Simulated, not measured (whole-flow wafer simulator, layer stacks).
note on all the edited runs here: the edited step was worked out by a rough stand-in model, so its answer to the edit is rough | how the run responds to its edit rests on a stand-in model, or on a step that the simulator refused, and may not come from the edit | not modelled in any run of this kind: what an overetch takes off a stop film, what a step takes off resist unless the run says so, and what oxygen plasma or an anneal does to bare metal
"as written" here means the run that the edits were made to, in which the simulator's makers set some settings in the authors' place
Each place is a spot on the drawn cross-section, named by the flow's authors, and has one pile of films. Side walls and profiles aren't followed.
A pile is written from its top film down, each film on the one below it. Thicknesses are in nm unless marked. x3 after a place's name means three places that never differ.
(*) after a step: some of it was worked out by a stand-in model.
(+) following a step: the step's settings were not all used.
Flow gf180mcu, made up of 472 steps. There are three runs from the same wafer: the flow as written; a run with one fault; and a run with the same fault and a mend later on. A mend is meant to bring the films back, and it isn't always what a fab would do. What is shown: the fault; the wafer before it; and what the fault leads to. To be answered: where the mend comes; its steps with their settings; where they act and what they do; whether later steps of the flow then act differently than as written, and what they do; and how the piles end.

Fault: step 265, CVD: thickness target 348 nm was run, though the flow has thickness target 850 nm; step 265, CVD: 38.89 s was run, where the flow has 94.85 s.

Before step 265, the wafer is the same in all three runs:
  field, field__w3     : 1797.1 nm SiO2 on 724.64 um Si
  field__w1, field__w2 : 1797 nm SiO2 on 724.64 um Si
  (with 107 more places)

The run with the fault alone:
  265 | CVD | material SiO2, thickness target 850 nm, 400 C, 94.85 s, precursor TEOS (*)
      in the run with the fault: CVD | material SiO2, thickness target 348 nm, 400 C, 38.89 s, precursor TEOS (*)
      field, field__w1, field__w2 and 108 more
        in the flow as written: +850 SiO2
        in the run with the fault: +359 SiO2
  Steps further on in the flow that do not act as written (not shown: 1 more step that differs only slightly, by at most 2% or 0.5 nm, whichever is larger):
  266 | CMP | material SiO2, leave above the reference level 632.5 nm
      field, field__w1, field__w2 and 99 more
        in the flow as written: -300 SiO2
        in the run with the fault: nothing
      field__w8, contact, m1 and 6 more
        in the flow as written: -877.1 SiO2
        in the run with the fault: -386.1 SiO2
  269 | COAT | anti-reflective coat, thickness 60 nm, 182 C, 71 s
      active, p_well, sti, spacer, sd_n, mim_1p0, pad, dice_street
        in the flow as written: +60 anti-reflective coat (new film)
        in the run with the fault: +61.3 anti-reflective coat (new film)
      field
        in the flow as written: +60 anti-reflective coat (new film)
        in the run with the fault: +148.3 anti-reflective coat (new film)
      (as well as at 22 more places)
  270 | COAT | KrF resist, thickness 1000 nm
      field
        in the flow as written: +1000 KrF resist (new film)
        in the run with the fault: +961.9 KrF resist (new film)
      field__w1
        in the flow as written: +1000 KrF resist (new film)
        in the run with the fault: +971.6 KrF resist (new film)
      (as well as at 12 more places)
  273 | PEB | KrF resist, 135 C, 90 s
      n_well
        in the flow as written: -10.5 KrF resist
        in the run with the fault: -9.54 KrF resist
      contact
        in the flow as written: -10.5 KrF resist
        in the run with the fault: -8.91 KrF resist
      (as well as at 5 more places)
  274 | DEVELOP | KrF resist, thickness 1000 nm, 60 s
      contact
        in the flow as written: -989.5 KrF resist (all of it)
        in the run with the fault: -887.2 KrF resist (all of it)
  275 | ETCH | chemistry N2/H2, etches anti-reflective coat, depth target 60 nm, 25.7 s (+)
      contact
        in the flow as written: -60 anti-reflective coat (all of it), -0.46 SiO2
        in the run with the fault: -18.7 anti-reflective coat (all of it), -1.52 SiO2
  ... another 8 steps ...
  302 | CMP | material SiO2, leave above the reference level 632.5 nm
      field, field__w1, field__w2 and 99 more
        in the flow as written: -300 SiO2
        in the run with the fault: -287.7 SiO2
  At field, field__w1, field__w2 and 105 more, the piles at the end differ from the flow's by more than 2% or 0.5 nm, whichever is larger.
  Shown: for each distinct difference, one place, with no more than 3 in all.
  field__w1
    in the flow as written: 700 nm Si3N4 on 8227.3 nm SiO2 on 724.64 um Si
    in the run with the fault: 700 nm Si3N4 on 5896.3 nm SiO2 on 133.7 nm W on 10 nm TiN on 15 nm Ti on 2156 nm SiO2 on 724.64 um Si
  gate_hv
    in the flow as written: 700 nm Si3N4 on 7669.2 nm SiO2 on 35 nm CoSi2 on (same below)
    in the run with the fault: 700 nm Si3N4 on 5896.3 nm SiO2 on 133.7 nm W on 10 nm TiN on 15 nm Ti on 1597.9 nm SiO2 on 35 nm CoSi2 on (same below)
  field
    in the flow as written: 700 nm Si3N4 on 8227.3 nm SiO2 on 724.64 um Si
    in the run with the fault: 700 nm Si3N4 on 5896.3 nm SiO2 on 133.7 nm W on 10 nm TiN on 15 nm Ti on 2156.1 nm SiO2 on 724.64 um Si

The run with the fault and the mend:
  After step 265 comes the mend.
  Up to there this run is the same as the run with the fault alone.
  265a | CVD | material SiO2, thickness target 502 nm, 400 C, 56.02 s, precursor TEOS (*) (the flow's step 265, run once more with other settings)
      field, field__w1, field__w2 and 108 more
        +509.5 SiO2
  Steps further on in the flow that do not act as written:
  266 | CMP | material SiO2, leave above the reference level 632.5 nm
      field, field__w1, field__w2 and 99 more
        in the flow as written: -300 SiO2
        in the run with the mend: -318.5 SiO2
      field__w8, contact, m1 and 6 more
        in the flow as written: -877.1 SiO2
        in the run with the mend: -895.6 SiO2
  At every place that both follow, the piles at the end match the flow's.
